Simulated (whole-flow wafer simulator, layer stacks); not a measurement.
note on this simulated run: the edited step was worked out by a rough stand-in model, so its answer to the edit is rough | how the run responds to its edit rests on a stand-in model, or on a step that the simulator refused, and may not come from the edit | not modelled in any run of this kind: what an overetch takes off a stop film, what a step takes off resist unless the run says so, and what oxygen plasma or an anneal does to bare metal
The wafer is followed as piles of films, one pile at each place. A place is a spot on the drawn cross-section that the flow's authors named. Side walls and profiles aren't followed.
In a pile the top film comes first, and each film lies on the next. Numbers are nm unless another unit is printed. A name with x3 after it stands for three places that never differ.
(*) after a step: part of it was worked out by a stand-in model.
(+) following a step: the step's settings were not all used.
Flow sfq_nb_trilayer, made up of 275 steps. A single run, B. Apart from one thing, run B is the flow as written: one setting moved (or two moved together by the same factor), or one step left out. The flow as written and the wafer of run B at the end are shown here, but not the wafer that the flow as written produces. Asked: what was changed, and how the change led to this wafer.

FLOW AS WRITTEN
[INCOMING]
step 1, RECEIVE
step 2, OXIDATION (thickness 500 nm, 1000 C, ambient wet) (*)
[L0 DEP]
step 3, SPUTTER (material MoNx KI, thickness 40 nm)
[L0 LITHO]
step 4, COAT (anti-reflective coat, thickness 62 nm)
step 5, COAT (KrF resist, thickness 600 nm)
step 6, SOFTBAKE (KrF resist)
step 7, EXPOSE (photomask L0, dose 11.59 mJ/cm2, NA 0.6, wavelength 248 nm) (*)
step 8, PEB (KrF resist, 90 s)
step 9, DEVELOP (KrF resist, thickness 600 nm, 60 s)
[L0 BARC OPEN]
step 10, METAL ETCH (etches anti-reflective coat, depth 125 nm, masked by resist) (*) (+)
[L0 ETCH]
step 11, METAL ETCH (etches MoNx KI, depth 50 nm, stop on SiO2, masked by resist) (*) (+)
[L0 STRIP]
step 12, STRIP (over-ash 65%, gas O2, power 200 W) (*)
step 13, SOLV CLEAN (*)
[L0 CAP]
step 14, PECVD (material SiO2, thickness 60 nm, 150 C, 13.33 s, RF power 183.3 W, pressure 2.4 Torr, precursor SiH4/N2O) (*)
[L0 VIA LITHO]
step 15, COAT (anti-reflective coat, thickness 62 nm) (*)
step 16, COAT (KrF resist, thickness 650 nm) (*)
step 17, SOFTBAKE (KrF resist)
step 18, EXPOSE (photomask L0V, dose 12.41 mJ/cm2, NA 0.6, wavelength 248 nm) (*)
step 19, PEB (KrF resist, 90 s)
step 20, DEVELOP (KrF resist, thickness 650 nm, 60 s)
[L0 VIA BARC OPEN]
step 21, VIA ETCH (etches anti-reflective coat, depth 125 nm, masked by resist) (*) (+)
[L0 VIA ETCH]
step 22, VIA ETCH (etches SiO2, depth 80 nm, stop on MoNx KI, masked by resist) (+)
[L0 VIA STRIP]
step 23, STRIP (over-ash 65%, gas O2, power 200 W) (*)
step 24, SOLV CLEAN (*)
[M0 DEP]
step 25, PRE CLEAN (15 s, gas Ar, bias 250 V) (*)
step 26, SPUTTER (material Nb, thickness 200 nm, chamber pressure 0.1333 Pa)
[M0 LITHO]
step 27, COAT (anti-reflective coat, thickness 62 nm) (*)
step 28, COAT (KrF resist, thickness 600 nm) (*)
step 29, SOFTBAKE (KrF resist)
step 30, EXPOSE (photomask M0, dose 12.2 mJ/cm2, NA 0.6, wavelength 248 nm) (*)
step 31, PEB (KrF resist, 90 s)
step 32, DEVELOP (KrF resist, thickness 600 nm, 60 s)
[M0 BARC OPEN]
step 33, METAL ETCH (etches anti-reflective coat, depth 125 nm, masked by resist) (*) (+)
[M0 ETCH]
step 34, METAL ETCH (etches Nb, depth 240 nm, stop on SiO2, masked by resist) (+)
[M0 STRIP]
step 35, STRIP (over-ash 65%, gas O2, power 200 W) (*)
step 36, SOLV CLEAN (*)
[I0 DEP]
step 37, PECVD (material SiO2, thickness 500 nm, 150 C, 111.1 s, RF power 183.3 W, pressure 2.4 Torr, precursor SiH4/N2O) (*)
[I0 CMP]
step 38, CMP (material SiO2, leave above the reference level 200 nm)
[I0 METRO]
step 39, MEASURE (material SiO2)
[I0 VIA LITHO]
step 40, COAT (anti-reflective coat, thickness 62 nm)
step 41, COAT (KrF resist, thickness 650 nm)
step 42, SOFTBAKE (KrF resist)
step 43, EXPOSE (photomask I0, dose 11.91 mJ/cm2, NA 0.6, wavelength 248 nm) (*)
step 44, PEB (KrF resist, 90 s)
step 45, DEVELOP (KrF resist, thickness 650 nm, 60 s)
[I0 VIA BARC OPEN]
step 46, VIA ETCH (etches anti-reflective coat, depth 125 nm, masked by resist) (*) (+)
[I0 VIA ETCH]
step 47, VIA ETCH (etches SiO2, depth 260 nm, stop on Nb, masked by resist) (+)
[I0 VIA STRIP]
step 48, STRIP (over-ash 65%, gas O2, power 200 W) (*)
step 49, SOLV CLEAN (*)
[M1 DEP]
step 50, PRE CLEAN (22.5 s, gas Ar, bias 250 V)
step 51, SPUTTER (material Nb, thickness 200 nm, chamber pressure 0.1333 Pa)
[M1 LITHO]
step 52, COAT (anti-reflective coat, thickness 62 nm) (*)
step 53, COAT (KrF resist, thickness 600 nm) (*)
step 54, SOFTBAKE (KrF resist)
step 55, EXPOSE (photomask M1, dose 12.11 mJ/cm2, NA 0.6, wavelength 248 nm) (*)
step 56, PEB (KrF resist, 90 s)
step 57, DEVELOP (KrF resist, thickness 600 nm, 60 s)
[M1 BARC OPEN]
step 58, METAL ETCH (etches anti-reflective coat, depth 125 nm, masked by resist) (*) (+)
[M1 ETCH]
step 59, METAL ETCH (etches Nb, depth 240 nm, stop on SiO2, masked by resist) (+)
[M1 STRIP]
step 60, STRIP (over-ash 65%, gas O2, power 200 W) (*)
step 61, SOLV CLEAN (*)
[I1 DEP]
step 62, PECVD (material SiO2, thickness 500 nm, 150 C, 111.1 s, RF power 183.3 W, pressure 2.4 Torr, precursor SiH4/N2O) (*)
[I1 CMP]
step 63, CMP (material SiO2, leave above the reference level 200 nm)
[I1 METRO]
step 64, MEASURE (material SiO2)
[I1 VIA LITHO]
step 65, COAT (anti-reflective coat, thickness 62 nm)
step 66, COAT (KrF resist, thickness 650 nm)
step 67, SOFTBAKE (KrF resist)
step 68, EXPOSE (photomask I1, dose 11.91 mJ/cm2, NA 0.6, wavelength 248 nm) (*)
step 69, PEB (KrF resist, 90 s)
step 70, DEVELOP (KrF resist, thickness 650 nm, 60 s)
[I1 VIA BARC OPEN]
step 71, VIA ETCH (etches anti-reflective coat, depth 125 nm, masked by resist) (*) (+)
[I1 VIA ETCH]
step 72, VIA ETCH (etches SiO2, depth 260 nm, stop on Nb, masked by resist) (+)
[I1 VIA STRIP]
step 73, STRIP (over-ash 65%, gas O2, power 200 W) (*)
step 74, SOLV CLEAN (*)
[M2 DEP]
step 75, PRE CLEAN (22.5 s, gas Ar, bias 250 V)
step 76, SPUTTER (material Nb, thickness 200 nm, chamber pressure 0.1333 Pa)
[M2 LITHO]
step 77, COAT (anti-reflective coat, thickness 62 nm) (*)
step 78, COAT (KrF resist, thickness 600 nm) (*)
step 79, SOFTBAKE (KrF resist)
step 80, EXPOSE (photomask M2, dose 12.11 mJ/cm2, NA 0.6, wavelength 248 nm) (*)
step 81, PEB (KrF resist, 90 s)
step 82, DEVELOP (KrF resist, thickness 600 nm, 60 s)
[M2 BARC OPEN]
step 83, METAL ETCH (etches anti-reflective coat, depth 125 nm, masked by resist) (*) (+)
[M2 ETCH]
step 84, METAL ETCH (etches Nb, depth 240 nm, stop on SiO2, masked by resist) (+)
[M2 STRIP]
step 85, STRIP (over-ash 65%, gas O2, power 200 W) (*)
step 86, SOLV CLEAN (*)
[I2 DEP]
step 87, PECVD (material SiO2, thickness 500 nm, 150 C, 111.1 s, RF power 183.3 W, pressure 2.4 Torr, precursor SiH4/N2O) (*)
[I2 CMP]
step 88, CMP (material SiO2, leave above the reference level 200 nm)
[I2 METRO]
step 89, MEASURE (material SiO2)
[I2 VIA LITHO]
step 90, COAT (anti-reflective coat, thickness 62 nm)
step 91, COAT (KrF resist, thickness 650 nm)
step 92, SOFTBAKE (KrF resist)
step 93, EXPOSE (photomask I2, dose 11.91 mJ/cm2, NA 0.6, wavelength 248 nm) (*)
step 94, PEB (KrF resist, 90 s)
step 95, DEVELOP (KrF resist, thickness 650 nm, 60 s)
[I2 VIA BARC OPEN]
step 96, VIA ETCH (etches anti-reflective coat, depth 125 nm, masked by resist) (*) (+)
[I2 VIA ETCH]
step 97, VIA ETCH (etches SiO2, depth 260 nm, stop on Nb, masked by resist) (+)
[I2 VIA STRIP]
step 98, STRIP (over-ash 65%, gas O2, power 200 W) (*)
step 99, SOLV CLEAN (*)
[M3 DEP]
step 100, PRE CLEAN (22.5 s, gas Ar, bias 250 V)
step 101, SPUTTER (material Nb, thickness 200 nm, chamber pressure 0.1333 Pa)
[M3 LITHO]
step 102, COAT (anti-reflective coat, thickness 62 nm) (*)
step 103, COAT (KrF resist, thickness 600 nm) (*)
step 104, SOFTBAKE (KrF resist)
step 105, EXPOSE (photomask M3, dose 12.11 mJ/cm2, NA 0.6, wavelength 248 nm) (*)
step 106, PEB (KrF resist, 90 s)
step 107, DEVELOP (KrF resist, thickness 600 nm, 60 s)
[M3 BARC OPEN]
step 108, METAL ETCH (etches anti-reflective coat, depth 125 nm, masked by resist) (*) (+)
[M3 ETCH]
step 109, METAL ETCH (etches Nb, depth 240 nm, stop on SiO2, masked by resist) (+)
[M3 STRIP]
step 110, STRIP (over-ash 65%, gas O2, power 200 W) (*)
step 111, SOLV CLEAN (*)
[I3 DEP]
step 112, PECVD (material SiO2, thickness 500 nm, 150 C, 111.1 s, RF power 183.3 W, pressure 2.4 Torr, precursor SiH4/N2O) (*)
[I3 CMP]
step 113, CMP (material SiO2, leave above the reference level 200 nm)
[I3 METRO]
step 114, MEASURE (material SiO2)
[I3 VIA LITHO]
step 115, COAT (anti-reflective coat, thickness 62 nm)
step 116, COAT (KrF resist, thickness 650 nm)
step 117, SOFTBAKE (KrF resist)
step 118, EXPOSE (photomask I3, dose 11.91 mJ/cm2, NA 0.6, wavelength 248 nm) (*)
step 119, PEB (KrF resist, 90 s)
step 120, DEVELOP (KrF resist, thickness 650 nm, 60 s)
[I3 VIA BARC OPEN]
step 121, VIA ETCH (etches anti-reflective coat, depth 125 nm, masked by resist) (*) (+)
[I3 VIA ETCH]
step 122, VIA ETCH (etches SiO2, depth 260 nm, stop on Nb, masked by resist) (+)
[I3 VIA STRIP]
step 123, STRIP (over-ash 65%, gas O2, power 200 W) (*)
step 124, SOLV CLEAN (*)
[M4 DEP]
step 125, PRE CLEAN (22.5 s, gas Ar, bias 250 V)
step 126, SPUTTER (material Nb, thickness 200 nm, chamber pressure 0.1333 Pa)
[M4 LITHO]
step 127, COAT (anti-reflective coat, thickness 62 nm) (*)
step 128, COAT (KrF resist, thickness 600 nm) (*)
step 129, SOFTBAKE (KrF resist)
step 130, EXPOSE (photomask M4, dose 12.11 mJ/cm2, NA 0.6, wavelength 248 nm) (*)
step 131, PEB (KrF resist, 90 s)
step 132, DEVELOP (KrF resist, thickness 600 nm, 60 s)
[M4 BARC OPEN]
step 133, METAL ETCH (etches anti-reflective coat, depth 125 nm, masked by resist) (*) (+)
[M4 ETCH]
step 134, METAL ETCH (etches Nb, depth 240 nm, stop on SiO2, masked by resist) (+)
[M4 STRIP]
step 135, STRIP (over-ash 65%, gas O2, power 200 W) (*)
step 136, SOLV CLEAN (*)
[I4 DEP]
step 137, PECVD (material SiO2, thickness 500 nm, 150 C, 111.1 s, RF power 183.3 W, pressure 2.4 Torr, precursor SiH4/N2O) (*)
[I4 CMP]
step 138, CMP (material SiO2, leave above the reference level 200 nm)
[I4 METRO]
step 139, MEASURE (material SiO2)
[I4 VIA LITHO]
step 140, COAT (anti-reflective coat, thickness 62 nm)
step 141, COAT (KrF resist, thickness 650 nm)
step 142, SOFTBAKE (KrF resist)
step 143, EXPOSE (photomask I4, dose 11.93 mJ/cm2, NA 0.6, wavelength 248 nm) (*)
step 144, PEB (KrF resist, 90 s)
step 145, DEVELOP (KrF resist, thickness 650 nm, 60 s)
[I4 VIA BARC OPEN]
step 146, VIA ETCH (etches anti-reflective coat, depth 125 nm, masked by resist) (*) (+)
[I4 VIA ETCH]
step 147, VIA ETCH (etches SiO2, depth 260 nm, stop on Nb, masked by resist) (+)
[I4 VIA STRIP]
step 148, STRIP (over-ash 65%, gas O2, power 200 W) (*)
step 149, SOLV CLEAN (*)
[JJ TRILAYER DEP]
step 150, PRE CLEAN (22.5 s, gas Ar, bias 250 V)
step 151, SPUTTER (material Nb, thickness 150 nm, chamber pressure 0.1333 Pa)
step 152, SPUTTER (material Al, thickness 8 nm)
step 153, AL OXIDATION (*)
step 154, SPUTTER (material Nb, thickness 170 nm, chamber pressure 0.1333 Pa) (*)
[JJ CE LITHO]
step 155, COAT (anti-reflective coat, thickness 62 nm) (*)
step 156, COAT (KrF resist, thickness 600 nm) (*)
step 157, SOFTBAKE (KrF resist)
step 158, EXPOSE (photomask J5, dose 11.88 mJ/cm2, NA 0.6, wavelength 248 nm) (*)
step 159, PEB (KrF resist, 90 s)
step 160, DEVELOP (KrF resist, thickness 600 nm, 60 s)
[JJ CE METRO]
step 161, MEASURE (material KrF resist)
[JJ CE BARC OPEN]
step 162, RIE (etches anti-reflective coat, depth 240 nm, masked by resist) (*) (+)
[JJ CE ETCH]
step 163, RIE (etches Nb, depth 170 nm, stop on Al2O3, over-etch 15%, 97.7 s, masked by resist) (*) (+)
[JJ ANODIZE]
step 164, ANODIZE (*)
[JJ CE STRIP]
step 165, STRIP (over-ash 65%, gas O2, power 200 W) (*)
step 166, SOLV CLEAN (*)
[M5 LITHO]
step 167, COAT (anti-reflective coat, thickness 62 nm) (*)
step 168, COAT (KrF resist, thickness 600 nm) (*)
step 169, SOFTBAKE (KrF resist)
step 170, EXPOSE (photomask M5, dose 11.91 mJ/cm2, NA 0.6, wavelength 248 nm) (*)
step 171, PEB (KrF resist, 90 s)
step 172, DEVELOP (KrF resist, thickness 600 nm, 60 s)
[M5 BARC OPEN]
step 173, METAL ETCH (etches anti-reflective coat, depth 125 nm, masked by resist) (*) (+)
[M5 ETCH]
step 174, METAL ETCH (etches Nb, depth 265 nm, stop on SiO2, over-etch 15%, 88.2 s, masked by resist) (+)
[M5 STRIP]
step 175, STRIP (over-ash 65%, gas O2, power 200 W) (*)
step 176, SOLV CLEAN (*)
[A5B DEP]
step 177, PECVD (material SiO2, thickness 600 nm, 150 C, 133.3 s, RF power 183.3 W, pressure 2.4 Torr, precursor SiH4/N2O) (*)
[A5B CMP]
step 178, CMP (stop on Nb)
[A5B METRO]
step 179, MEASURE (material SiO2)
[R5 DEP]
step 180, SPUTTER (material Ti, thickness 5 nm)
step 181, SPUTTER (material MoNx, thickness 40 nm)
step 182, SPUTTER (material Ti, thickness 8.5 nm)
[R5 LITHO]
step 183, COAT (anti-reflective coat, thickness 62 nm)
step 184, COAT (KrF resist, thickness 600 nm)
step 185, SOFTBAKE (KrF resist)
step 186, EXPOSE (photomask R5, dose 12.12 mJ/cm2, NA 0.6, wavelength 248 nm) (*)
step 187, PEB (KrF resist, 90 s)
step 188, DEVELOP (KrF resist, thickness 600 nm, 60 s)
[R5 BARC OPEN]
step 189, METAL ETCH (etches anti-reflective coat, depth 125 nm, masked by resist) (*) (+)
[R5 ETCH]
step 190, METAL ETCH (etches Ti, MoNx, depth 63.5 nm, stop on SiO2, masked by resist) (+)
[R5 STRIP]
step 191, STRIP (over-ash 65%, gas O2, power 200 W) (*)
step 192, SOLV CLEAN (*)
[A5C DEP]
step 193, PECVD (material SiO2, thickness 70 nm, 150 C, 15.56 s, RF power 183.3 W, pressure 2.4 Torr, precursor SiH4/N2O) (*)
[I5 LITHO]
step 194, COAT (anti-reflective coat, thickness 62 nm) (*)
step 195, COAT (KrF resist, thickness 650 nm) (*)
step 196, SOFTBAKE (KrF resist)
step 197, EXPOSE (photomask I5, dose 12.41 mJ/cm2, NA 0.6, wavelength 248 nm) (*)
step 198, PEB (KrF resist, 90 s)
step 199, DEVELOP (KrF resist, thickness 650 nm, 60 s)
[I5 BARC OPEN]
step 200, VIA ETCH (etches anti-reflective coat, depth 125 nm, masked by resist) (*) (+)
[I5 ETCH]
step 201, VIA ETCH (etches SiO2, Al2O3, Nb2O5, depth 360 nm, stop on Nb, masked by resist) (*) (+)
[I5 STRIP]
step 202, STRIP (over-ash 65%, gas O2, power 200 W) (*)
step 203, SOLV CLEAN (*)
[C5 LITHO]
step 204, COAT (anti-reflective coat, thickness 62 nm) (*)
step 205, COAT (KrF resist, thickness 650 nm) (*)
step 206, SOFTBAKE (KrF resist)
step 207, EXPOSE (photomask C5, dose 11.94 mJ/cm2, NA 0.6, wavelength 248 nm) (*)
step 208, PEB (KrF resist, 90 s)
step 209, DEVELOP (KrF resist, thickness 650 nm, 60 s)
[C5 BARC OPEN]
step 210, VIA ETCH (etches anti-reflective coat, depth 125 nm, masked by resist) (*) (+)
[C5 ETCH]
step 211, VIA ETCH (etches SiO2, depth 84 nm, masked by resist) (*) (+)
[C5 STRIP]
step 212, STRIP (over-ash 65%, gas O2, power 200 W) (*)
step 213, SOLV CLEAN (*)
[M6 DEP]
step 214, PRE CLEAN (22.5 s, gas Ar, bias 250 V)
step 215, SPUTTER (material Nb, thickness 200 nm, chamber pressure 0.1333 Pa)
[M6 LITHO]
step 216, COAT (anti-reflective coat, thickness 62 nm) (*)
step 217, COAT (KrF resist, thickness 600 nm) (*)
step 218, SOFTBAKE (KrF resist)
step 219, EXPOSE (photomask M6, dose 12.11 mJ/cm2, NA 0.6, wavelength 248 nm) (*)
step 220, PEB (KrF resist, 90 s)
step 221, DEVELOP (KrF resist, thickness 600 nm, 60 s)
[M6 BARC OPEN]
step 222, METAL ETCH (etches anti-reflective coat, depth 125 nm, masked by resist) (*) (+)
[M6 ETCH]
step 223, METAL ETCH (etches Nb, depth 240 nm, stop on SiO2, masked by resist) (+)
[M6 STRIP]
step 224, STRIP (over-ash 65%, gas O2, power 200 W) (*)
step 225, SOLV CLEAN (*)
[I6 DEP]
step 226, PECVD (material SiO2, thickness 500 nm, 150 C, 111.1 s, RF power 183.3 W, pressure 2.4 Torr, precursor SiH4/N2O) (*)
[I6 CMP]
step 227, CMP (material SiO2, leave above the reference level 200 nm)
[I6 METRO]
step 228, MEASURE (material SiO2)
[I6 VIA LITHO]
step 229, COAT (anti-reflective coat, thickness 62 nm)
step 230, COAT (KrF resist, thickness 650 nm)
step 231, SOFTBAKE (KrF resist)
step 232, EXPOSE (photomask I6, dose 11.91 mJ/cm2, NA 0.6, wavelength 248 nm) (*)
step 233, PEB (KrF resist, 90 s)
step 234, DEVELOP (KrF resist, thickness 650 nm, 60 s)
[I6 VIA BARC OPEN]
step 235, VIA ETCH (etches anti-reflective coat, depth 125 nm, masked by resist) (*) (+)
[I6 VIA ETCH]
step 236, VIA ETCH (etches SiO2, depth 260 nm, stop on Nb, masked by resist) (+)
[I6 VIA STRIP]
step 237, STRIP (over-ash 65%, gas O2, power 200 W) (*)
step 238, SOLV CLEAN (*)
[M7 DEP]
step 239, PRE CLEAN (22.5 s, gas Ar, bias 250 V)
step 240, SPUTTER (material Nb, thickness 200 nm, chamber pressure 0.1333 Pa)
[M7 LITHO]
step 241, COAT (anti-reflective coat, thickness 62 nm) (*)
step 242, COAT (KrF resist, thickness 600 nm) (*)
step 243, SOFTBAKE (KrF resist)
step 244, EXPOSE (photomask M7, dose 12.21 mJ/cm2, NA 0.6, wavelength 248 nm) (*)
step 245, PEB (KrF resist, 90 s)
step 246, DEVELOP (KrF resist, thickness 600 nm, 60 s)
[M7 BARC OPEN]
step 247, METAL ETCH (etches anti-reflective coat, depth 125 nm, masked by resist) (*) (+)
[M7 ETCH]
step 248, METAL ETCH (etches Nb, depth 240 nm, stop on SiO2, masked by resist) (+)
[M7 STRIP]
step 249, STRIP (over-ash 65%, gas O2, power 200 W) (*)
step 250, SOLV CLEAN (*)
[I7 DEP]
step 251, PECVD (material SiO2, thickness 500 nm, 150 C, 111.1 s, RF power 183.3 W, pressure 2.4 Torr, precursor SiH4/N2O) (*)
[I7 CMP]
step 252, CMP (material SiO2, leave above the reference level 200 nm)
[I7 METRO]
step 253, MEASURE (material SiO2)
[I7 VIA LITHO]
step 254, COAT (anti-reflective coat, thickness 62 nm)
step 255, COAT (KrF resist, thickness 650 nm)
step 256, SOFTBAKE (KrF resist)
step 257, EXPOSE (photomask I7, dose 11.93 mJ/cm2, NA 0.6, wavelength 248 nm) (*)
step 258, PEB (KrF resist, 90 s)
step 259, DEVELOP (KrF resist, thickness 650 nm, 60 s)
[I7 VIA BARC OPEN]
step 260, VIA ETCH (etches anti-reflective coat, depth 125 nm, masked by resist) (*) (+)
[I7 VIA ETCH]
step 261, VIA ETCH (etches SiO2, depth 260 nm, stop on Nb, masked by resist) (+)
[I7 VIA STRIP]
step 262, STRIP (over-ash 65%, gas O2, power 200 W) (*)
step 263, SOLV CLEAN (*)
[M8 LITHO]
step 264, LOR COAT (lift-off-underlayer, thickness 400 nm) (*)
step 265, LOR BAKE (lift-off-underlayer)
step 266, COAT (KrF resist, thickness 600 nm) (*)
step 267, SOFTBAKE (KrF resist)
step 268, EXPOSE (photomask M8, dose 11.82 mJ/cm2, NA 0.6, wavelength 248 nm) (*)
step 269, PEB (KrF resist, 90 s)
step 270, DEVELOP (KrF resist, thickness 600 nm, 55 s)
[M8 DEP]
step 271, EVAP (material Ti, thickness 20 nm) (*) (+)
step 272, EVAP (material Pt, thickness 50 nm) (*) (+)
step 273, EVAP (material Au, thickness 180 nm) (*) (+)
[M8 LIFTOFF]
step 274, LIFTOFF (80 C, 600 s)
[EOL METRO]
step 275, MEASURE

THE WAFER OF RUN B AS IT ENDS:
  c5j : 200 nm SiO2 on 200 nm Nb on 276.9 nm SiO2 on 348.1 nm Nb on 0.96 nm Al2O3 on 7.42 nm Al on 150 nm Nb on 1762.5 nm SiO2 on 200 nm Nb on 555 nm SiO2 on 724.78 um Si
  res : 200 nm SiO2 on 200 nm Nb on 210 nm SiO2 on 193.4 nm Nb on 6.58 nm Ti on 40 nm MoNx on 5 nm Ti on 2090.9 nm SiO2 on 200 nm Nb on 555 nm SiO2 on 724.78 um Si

Cause: step 211, VIA ETCH: depth 64.7 nm was run, though the flow has depth 84 nm.

The path from the change to this, step by step:
  step 211, VIA ETCH (etches SiO2, depth 84 nm, masked by resist) (*) (+)
      c5j: -64.7 SiO2 (it would be, as written: -69.9 SiO2 (all of it), -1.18 Nb)
      res: -64.7 SiO2 (it would be, as written: -69.9 SiO2 (all of it))
      (as well as at 104 more places)
  step 214, PRE CLEAN (22.5 s, gas Ar, bias 250 V)
      c5j: -5.19 SiO2 (all of it), -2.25 Nb (it would be, as written: -6.45 Nb)
      res: -5.16 SiO2 (all of it), -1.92 Ti (it would be, as written: -4.53 Ti)
  step 216, COAT (anti-reflective coat, thickness 62 nm) (*)
      ce_l: +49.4 anti-reflective coat (new film) (it would be, as written: +48 anti-reflective coat (new film))
      c5j: +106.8 anti-reflective coat (new film) (it would be, as written: +110.7 anti-reflective coat (new film))
      (as well as at 1 more place)
  step 224, STRIP (over-ash 65%, gas O2, power 200 W) (*)
      ce_l: -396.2 KrF resist (all of it), -49.4 anti-reflective coat (all of it) (it would be, as written: -397.1 KrF resist (all of it), -48 anti-reflective coat (all of it))
      c5j: -415.5 KrF resist (all of it), -106.8 anti-reflective coat (all of it) (it would be, as written: -418.3 KrF resist (all of it), -110.7 anti-reflective coat (all of it))
      (as well as at 1 more place)
